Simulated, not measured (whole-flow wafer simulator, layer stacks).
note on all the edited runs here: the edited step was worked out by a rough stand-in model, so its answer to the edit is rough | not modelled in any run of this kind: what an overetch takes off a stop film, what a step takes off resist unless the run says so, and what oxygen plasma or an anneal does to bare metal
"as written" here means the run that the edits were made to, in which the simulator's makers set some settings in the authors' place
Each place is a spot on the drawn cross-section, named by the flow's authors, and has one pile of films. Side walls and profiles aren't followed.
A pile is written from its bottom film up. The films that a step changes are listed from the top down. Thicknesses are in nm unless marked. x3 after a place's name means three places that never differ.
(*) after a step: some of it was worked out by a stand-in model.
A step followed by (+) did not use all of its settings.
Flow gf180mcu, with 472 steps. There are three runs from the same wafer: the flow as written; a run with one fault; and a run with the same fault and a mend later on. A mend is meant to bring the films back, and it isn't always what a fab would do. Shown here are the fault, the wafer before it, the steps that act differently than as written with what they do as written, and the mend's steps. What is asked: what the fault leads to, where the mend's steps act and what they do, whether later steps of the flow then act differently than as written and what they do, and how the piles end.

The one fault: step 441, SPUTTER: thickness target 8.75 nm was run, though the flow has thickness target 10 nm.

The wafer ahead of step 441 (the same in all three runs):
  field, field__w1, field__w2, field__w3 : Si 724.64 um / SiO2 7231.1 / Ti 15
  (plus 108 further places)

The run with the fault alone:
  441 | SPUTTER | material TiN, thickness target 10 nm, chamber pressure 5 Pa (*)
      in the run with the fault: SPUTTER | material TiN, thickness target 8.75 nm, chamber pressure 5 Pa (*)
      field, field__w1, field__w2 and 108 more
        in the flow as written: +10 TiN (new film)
        in the run with the fault: +8.75 TiN (new film)
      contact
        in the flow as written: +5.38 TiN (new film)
        in the run with the fault: +4.71 TiN (new film)
  Steps later in the flow that act otherwise than as written (1 more step, not shown, differs only slightly: by at most 2% or 0.5 nm, whichever is larger):
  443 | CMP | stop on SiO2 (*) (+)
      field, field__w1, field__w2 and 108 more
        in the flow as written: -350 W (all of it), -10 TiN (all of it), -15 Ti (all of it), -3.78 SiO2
        in the run with the fault: -350 W (all of it), -8.75 TiN (all of it), -15 Ti (all of it), -3.77 SiO2
  At contact, the piles at the end differ from the flow's by more than 2% or 0.5 nm, whichever is larger.
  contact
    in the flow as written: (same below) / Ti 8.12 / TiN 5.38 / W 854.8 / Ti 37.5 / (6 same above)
    in the run with the fault: (same below) / Ti 8.12 / TiN 4.71 / W 855.5 / Ti 37.5 / (6 same above)

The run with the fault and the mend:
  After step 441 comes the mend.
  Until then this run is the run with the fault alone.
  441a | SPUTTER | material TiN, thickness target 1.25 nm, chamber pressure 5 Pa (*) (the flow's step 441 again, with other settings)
      field, field__w1, field__w2 and 108 more
        +1.25 TiN
      contact
        +0.67 TiN
  Every later step of the flow that is run acts as written at every place that is followed.
  At every place that both follow, the piles at the end match the flow's.
